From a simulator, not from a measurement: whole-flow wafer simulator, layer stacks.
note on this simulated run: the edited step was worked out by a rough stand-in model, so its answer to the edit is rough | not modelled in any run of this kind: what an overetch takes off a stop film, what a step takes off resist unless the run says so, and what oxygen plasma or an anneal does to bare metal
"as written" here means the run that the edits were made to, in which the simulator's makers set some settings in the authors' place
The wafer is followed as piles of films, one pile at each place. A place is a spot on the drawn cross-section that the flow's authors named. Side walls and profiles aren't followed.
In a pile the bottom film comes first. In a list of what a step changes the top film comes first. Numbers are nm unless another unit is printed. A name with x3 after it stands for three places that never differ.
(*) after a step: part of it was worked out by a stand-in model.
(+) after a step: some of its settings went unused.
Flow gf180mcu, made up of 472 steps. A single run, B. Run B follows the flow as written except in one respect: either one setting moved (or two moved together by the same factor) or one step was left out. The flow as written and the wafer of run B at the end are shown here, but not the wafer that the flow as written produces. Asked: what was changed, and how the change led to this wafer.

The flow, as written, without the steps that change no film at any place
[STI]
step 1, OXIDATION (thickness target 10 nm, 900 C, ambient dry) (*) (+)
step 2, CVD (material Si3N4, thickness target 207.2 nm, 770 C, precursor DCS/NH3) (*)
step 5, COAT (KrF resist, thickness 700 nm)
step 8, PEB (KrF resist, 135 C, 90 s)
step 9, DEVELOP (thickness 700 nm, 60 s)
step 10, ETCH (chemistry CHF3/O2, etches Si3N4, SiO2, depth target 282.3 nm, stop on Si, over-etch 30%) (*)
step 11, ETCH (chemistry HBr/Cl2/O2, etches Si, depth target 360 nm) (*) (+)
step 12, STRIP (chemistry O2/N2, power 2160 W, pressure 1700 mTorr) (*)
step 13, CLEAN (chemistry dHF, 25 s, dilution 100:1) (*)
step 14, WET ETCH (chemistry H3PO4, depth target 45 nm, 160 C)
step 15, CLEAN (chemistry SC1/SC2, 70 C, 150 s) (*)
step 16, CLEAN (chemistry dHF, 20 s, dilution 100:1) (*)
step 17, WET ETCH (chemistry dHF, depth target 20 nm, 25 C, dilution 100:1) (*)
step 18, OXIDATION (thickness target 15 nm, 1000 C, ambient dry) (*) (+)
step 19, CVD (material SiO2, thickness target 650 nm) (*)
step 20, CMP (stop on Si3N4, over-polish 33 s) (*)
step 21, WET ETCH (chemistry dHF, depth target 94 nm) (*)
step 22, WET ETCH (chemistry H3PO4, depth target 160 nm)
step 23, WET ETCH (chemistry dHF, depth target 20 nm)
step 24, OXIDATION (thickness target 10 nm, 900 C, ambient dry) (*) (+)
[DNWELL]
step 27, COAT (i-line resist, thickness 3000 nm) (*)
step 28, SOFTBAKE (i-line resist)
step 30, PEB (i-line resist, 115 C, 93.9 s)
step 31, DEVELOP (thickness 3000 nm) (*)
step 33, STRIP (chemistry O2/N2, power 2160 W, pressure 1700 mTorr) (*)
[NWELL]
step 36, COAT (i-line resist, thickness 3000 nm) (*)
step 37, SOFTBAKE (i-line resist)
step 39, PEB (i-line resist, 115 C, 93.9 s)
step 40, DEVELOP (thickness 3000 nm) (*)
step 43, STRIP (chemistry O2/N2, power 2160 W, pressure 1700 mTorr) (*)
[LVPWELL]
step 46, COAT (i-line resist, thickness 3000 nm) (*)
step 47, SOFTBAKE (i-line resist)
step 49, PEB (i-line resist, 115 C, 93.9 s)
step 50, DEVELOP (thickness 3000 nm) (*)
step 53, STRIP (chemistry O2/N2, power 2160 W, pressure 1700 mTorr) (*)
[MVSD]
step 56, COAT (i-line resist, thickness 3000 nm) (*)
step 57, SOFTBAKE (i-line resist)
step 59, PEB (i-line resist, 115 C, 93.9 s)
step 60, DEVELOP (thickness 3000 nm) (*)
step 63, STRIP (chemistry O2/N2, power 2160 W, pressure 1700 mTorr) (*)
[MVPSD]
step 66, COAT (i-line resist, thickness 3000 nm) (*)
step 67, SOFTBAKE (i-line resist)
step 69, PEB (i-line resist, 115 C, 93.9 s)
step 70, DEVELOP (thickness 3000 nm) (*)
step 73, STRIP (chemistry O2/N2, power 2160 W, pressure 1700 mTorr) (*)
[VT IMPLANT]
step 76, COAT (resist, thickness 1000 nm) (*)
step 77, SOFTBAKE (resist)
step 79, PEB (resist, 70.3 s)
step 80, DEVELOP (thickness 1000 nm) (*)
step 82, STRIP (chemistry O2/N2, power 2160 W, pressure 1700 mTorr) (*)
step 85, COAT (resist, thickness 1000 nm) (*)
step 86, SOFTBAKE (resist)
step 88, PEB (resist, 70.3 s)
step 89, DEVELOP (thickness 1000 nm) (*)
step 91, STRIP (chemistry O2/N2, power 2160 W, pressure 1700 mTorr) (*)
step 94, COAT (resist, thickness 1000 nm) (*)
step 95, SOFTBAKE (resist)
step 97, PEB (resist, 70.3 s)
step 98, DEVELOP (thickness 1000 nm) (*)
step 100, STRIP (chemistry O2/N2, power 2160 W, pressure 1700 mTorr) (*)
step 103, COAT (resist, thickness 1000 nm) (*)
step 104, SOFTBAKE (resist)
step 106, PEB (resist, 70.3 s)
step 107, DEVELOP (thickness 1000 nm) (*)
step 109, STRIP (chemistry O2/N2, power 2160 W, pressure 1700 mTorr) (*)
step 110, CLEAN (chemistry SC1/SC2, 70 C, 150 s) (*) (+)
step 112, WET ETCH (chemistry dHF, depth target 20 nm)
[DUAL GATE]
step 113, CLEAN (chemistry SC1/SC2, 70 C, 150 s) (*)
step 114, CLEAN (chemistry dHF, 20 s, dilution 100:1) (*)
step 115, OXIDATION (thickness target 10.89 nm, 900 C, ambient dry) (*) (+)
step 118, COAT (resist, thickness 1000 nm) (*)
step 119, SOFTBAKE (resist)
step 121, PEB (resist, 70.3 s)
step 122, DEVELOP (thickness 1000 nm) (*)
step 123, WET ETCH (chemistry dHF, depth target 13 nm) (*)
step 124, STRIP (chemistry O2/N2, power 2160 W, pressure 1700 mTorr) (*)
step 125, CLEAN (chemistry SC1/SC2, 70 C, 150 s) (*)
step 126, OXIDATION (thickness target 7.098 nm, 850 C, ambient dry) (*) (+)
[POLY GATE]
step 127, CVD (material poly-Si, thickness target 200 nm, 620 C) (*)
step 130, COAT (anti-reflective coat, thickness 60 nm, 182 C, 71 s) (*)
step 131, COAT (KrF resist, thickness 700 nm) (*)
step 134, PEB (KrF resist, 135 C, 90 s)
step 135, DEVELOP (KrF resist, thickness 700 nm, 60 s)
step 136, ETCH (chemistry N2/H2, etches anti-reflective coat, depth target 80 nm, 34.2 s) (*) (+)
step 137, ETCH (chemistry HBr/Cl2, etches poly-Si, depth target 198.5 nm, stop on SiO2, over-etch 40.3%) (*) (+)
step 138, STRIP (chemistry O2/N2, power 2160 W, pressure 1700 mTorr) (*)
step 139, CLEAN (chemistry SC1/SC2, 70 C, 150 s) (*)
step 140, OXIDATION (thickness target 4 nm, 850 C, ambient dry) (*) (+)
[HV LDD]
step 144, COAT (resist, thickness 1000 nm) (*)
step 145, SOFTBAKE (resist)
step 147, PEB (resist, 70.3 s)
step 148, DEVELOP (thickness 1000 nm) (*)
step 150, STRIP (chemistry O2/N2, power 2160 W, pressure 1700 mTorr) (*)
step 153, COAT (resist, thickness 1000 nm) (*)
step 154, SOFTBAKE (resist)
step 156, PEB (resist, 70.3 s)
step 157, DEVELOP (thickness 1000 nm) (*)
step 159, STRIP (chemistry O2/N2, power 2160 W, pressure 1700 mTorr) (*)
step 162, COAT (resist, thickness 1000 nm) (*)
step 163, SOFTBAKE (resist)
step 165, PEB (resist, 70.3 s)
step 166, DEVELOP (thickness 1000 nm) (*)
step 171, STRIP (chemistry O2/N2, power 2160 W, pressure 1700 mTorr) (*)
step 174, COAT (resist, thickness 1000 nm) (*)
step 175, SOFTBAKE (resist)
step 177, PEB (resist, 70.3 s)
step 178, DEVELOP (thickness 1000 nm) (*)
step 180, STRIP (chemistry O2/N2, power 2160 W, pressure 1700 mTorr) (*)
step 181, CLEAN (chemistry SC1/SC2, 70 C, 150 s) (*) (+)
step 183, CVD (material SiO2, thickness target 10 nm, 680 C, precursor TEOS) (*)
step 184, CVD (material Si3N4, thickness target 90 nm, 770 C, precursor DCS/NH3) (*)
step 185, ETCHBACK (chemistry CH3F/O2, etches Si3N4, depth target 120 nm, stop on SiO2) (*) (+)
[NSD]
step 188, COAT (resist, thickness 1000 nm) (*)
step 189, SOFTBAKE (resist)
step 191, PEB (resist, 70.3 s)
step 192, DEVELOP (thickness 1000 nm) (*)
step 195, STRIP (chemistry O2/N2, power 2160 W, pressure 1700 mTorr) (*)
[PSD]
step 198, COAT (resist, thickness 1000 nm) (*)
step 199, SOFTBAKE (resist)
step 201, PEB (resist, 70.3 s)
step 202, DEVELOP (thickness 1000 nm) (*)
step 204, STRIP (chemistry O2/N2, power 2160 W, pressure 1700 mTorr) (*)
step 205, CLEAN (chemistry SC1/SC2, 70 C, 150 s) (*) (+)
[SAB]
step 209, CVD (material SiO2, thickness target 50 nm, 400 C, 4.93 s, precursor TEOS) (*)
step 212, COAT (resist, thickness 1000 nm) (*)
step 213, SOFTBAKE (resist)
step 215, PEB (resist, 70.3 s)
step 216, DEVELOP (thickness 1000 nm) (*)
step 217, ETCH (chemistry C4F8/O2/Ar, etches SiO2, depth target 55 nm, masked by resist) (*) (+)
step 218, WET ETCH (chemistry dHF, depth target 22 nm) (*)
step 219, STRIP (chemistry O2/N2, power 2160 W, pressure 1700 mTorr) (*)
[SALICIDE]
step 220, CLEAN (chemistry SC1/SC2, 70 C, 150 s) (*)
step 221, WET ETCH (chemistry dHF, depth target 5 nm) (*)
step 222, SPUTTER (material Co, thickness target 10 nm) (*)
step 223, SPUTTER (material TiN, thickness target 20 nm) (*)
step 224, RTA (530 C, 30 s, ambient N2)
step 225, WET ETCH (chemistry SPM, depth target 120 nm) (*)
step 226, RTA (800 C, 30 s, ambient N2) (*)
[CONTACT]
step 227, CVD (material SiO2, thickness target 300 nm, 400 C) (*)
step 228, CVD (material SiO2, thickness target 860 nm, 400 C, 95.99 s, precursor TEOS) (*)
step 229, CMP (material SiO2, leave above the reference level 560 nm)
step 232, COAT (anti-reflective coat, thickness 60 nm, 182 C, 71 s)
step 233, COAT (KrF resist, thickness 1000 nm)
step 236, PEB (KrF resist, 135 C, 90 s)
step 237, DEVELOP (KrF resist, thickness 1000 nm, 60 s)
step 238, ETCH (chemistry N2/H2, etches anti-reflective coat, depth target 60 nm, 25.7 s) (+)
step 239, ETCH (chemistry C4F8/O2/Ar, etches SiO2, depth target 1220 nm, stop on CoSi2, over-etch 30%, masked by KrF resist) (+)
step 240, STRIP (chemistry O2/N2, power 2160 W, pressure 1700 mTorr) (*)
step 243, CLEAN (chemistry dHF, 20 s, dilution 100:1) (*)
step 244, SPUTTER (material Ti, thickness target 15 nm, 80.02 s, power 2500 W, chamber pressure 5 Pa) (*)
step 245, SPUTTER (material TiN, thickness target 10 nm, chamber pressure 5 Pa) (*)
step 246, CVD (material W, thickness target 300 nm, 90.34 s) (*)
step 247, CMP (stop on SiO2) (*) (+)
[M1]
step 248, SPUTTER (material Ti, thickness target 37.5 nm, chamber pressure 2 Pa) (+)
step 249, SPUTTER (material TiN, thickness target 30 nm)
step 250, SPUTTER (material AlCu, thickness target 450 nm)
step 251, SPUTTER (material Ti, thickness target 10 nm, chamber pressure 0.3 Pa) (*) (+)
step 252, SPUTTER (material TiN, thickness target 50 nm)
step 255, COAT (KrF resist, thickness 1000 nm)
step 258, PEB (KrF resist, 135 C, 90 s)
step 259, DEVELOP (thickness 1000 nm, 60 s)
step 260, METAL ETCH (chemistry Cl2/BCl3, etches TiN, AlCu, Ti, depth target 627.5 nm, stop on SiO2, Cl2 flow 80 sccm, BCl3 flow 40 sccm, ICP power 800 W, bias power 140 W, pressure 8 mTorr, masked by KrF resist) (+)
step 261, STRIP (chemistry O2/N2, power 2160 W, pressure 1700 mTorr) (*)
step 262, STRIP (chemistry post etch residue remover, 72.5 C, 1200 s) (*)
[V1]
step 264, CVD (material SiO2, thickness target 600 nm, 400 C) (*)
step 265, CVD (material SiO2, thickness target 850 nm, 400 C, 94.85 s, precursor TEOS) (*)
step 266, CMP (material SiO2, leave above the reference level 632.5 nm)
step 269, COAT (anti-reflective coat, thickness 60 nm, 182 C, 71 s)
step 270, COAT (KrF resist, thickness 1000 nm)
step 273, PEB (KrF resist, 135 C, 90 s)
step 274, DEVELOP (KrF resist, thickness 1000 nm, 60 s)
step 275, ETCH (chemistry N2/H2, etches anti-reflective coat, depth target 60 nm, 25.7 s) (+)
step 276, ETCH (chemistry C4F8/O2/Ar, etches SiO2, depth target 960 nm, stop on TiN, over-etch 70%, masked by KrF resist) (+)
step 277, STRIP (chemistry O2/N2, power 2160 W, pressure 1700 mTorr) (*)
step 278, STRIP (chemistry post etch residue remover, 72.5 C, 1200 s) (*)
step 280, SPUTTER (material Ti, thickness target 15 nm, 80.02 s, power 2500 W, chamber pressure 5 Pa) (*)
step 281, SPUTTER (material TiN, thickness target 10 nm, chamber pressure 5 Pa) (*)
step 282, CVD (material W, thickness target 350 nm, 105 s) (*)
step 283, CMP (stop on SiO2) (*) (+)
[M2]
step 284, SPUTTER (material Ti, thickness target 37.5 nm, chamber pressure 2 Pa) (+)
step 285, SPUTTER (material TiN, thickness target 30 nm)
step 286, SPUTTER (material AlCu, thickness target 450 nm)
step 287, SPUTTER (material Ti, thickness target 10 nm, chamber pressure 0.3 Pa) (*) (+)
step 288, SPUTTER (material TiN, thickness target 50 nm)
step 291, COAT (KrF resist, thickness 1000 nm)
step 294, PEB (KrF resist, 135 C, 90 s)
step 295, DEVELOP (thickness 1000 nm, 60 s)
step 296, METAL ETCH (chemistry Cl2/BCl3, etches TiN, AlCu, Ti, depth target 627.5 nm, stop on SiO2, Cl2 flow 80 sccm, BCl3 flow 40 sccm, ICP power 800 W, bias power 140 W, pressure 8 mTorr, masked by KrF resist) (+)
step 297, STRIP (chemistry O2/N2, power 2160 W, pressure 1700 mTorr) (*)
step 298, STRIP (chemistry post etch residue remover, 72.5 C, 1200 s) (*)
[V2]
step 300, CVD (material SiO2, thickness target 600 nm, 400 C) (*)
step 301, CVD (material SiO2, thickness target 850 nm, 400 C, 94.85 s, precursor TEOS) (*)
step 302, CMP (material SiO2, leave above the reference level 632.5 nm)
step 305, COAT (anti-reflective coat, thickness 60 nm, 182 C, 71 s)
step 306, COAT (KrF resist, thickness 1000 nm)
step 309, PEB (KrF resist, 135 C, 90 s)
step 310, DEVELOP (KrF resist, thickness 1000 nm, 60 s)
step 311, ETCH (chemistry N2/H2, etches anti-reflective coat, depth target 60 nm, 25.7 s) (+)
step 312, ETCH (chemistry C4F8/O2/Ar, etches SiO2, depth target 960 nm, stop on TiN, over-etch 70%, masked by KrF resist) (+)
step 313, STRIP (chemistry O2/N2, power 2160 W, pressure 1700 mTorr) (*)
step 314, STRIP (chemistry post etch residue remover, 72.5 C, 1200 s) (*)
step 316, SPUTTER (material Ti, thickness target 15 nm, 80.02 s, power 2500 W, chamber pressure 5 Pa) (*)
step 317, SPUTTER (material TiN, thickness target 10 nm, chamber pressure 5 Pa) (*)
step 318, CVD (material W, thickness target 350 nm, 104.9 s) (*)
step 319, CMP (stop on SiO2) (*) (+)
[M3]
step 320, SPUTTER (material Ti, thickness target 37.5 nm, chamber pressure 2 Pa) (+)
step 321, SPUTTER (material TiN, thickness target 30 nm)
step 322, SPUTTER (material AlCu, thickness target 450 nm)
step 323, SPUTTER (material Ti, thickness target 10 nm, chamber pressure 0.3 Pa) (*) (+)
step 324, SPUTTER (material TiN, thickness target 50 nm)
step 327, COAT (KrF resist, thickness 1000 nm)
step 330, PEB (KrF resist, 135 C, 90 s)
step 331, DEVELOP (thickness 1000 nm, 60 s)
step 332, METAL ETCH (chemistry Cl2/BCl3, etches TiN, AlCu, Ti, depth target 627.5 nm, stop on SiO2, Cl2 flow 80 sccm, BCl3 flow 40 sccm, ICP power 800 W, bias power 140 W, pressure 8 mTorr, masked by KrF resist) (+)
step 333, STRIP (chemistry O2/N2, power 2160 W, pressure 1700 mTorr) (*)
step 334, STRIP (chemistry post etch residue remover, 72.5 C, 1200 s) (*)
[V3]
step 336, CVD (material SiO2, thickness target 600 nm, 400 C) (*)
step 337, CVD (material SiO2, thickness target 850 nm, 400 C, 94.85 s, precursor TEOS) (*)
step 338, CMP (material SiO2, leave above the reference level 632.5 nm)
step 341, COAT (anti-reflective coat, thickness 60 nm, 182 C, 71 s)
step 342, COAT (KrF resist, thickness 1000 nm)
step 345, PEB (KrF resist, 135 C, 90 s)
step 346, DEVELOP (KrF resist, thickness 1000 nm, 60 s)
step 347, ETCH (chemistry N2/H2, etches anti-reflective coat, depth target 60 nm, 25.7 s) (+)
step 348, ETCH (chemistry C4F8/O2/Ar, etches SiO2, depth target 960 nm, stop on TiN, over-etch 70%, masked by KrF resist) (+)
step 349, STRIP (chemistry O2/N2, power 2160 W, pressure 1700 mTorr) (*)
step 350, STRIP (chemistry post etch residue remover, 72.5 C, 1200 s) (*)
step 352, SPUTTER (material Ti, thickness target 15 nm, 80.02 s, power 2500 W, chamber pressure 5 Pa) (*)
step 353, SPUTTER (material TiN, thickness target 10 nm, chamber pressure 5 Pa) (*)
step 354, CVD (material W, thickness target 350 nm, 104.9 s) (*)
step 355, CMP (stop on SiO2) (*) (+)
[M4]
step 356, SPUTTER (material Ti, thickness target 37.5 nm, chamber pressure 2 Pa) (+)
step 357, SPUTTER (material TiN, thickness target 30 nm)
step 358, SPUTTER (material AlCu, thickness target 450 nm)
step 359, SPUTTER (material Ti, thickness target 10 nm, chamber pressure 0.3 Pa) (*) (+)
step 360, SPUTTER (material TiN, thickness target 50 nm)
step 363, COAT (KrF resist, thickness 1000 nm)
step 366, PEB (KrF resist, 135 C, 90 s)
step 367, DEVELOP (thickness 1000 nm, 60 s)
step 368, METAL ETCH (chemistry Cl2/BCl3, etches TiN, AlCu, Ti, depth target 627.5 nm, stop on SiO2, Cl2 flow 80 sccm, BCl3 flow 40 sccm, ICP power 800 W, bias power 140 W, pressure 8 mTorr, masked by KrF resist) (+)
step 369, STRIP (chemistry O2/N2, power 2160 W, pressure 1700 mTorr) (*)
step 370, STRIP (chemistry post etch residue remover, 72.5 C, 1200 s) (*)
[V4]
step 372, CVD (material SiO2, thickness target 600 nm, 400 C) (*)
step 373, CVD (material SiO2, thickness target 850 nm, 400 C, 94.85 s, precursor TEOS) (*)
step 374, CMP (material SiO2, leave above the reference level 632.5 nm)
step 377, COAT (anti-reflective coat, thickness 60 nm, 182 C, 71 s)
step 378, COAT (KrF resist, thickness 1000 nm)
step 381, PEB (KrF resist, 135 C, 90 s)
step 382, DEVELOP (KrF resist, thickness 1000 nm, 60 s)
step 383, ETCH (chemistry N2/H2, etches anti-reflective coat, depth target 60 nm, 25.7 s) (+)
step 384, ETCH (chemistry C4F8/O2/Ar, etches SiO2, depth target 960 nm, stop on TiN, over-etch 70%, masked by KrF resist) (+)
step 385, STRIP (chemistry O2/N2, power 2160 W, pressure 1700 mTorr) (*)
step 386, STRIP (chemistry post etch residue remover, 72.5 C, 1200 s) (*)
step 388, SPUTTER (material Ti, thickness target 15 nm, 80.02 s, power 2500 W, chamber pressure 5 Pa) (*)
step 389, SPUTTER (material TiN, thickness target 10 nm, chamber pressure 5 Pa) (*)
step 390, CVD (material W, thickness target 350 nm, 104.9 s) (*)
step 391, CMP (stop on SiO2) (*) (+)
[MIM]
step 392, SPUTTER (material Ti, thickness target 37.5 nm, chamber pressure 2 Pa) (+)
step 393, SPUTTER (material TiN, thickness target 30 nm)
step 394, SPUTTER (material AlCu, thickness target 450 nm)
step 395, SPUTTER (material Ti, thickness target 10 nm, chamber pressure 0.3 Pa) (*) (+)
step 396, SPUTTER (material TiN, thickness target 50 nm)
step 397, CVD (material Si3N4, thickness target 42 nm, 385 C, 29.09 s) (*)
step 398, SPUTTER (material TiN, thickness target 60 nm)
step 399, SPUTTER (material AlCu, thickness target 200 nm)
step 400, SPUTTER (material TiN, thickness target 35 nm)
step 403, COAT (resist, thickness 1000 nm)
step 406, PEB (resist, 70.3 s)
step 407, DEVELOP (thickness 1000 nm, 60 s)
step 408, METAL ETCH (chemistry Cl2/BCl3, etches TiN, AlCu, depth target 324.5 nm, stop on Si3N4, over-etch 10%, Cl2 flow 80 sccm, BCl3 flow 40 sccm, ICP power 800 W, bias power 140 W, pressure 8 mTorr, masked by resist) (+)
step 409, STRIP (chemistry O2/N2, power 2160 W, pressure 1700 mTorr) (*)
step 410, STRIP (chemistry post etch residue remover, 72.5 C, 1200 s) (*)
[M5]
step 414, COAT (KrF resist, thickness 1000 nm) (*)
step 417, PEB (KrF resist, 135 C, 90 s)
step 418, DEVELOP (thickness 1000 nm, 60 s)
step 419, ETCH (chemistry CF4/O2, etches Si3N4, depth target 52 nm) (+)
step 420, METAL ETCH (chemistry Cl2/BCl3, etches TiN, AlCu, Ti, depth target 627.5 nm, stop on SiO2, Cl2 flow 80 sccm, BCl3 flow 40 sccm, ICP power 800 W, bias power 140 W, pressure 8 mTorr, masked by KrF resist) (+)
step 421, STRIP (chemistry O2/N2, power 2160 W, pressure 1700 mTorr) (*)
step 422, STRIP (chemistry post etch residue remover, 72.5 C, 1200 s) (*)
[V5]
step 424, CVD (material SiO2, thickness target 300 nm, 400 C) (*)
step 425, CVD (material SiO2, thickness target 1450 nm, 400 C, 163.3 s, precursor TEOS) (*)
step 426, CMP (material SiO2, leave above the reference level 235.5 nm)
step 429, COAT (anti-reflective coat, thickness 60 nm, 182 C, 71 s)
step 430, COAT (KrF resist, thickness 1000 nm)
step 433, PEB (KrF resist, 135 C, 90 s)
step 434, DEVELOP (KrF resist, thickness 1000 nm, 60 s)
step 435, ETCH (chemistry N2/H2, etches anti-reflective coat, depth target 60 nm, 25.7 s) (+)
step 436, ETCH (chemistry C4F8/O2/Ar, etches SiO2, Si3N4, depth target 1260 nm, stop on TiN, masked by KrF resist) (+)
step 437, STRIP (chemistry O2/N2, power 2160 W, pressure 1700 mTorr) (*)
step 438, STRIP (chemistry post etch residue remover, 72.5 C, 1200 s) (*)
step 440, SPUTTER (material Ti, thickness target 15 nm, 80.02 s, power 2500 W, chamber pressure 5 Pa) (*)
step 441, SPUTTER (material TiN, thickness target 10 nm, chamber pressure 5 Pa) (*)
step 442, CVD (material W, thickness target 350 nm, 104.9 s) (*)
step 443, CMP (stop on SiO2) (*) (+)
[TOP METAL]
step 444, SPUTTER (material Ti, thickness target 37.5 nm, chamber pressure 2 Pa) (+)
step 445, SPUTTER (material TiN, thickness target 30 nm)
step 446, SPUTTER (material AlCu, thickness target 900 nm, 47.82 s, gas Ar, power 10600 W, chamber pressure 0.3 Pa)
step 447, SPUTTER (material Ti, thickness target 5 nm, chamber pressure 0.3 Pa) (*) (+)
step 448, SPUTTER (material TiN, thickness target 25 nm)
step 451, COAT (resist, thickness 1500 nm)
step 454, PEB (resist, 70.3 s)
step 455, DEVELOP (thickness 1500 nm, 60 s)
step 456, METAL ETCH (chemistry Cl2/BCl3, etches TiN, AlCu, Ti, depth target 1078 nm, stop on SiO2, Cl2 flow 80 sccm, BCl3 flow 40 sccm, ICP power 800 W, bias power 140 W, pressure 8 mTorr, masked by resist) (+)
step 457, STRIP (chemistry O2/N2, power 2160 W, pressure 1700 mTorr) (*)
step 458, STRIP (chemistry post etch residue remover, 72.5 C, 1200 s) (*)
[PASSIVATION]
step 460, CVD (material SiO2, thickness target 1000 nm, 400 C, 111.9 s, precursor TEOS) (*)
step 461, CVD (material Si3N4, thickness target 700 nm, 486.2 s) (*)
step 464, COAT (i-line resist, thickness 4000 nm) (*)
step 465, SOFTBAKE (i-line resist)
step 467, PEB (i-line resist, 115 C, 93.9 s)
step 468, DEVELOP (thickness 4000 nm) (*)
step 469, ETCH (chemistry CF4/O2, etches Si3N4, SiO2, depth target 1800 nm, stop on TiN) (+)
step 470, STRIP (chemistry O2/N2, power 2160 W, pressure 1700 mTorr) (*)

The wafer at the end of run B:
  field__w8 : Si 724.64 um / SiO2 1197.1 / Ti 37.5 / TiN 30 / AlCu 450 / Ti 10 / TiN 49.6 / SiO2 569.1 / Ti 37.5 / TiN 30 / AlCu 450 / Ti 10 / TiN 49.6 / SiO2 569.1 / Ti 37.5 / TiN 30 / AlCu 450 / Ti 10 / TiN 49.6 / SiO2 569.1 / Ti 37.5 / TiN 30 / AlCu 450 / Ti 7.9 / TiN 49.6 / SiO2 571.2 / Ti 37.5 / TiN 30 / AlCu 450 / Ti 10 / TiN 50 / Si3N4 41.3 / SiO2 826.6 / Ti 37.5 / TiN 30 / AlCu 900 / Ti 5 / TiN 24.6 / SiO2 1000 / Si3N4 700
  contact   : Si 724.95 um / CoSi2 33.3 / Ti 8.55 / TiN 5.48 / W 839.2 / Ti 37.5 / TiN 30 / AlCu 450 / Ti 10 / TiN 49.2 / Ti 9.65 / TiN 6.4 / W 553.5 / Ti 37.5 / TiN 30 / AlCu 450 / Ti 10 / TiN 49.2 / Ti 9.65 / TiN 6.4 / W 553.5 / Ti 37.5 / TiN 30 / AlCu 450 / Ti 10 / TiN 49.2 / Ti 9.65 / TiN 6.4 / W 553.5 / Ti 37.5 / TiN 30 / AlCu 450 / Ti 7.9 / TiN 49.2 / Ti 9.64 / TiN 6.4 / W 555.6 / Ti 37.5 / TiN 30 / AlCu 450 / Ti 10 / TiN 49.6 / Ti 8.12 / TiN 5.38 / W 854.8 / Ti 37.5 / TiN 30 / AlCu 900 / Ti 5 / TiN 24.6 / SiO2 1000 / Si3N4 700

What caused this: step 359, SPUTTER: thickness target 7.9 nm was run, whereas the flow has thickness target 10 nm.
The wafer lets one read it off: field__w8 has Ti 7.9, and step 359 as written asks for 10 nm.

The path from the change to this, step by step:
  step 359, SPUTTER (material Ti, thickness target 10 nm, chamber pressure 0.3 Pa) (*) (+)
      field, field__w1, field__w2 and 108 more: +7.9 Ti (new film) (as written it would have been: +10 Ti (new film))
  step 368, METAL ETCH (chemistry Cl2/BCl3, etches TiN, AlCu, Ti, depth target 627.5 nm, stop on SiO2, Cl2 flow 80 sccm, BCl3 flow 40 sccm, ICP power 800 W, bias power 140 W, pressure 8 mTorr, masked by KrF resist) (+)
      field, field__w1, field__w2 and 103 more: -50 TiN (all of it), -7.9 Ti (all of it), -450 AlCu (all of it), -30 TiN (all of it), -37.5 Ti (all of it) (as written it would have been: -50 TiN (all of it), -10 Ti (all of it), -450 AlCu (all of it), -30 TiN (all of it), -37.5 Ti (all of it))
